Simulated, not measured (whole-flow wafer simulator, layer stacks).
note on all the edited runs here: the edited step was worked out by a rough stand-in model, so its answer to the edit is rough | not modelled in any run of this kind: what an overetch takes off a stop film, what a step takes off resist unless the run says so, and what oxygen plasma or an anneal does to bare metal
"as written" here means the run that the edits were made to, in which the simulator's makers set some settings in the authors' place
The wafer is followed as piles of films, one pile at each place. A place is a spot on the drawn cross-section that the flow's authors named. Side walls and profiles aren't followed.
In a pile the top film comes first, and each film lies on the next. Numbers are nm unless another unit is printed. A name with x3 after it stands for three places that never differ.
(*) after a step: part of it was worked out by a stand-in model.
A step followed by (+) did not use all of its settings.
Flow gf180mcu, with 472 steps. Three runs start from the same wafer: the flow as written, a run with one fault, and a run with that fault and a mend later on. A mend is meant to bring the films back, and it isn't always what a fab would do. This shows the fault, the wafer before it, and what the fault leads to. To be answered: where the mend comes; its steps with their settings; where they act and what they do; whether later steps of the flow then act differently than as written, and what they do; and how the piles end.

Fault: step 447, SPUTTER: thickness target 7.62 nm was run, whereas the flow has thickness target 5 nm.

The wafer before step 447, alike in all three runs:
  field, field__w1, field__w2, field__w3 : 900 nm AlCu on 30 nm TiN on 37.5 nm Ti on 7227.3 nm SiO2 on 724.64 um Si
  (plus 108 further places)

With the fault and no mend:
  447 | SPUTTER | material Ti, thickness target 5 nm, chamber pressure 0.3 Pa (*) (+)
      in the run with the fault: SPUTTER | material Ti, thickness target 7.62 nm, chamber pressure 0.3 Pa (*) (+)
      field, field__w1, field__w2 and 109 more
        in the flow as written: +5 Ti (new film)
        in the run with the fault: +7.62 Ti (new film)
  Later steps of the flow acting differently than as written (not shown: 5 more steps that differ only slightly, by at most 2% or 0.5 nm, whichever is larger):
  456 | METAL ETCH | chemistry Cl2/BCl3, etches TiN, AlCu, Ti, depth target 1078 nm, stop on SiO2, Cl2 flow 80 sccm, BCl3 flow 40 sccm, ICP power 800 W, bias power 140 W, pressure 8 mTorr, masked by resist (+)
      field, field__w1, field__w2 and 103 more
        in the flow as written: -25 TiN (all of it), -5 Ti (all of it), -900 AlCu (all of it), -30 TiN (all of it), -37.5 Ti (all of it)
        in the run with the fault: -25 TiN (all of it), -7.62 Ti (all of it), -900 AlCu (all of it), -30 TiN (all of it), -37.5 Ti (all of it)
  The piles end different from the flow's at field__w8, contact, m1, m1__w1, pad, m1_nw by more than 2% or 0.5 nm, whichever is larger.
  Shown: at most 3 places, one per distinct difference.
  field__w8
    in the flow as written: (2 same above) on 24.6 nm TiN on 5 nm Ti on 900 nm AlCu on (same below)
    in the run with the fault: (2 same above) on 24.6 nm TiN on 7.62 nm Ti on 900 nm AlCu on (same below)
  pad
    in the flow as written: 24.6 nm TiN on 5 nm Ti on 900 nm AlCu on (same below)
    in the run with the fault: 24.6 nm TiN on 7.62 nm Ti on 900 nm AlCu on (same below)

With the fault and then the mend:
  The mend follows step 447.
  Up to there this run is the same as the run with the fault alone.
  447a | METAL ETCH | chemistry Cl2/BCl3, etches TiN, AlCu, Ti, depth target 2.62 nm, Cl2 flow 80 sccm, BCl3 flow 40 sccm, ICP power 800 W, bias power 140 W, pressure 8 mTorr (a further turn of the flow's step 260, with different settings)
      field, field__w1, field__w2 and 109 more
        -2.62 Ti
  None of the later steps of the flow acts differently than as written at any place that is followed.
  By the end, the piles equal the flow's at every place that both follow.
